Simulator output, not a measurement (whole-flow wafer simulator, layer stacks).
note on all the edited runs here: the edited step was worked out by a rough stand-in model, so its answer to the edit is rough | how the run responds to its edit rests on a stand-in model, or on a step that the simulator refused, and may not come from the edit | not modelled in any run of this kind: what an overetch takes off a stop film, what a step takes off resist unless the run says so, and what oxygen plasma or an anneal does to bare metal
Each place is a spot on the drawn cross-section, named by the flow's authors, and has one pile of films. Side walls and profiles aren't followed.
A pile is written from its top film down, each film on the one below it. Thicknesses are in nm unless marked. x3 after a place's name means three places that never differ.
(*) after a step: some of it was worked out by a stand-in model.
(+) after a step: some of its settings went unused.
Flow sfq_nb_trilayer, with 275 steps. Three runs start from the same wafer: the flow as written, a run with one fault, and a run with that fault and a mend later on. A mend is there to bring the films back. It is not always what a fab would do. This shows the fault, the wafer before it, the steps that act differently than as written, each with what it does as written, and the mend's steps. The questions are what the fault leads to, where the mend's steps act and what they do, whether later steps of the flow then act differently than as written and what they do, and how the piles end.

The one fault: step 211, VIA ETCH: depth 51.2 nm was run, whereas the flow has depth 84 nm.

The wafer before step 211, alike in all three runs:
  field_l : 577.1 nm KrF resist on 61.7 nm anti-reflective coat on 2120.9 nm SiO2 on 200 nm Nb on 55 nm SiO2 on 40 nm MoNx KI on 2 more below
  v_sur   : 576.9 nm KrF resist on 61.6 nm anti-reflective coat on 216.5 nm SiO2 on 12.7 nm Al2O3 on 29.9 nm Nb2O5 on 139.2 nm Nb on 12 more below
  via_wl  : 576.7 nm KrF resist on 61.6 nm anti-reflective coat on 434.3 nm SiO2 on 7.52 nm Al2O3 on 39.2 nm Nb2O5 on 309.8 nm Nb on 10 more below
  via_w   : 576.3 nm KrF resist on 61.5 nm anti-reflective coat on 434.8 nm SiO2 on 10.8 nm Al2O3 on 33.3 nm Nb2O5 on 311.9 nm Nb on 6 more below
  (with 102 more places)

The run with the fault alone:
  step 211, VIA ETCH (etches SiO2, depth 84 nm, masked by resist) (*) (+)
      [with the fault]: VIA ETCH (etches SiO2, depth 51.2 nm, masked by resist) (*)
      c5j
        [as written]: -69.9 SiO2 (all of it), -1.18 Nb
        [with the fault]: -51.2 SiO2
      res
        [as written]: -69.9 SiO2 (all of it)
        [with the fault]: -51.2 SiO2
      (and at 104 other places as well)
  Later steps of the flow acting differently than as written (not shown: 5 more steps that differ only slightly, by at most 2% or 0.5 nm, whichever is larger):
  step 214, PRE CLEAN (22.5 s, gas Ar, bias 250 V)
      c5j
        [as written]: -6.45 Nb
        [with the fault]: -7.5 SiO2
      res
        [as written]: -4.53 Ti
        [with the fault]: -7.5 SiO2
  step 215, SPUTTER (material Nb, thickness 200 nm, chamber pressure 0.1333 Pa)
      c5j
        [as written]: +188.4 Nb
        [with the fault]: +194 Nb (new film)
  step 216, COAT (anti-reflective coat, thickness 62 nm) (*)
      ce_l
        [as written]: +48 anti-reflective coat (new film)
        [with the fault]: +52.9 anti-reflective coat (new film)
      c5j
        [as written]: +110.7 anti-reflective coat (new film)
        [with the fault]: +97.4 anti-reflective coat (new film)
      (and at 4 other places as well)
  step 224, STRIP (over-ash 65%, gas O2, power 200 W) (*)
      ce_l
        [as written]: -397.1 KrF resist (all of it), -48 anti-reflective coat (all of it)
        [with the fault]: -394.1 KrF resist (all of it), -52.9 anti-reflective coat (all of it)
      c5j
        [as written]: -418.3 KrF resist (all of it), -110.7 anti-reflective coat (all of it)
        [with the fault]: -409.5 KrF resist (all of it), -97.4 anti-reflective coat (all of it)
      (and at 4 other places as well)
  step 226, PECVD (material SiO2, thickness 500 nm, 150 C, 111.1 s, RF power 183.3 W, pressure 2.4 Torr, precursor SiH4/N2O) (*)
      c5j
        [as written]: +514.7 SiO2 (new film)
        [with the fault]: +500 SiO2 (new film)
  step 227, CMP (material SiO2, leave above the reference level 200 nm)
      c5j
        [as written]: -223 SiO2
        [with the fault]: -232.7 SiO2
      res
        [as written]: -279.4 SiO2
        [with the fault]: -298.1 SiO2
  At c5j, res, the piles at the end differ from the flow's by more than 2% or 0.5 nm, whichever is larger.
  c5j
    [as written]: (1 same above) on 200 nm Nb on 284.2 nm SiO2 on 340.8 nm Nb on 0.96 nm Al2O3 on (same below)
    [with the fault]: (1 same above) on 200 nm Nb on 259.8 nm SiO2 on 194 nm Nb on 11.2 nm SiO2 on 160 nm Nb on 0.96 nm Al2O3 on (same below)
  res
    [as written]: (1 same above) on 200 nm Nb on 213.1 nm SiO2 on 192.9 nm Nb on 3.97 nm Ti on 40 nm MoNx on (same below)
    [with the fault]: (1 same above) on 200 nm Nb on 194.4 nm SiO2 on 196 nm Nb on 11.2 nm SiO2 on 8.5 nm Ti on 40 nm MoNx on (same below)

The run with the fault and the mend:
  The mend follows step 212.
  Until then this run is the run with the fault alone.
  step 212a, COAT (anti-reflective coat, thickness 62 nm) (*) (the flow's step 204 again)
      field_r, ln_m5, p4_fl x3 and 61 more
        +62 anti-reflective coat (new film)
      lsp_m, ln_m6, lsp_r and 6 more
        +61.9 anti-reflective coat (new film)
      v_sur, via_wl
        +61.5 anti-reflective coat (new film)
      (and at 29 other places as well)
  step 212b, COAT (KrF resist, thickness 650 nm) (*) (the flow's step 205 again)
      l0v, p4_fl x3, p4_w1 x9 and 35 more
        +650 KrF resist (new film)
      wl_b_m5, wl_b_sr, wl_c_sl and 12 more
        +649.9 KrF resist (new film)
      lsp_r, wl_j_sl, wl_j_sr
        +650.2 KrF resist (new film)
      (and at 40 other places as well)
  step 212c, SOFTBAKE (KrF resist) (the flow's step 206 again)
      alters no film at any place that is followed
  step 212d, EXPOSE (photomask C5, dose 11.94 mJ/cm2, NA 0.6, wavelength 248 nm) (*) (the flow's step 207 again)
      alters no film at any place that is followed
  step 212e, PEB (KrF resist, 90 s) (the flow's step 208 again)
      field_l, sp_r, moat and 79 more
        -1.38 KrF resist
      v_sur, via_wl, via_w, via_wr, via_sp, be_sur, jj_sur, res
        -1.37 KrF resist
      r5r_line_l, r5r_line_c, r5r_line_r
        -1.34 KrF resist
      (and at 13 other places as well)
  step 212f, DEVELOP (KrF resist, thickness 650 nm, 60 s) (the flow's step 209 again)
      field_l, v_sur, via_wl and 101 more
        -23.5 KrF resist
      c5j
        -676 KrF resist (all of it)
      res
        -644.1 KrF resist (all of it)
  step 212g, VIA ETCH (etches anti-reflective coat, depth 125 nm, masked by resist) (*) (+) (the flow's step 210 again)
      field_l, v_sur, via_wl and 101 more
        -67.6 KrF resist
      c5j
        -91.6 anti-reflective coat (all of it), -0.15 SiO2
      res
        -81.1 anti-reflective coat (all of it), -0.2 SiO2
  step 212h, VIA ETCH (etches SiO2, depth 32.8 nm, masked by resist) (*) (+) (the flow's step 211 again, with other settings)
      field_l, v_sur, via_wl and 101 more
        -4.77 KrF resist
      c5j
        -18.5 SiO2 (all of it), -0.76 Nb
      res
        -18.5 SiO2 (all of it)
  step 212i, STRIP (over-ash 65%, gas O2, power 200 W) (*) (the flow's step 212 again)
      p4_fl x3, p4_w1 x9, p4_g1 x2 and 33 more
        -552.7 KrF resist (all of it), -62 anti-reflective coat (all of it)
      wl_b_sl, wl_b_m5, wl_b_sr and 14 more
        -552.6 KrF resist (all of it), -62 anti-reflective coat (all of it)
      wl_j_sl, wl_j_sr
        -552.9 KrF resist (all of it), -60.2 anti-reflective coat (all of it)
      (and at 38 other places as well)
  None of the later steps of the flow differs from how it acts as written, at any place that is followed, by more than 2% or 0.5 nm, whichever is larger.
  When the end is reached, the piles differ only a little from the flow's at the places that both follow, at most by 2% or 0.5 nm, whichever is larger.
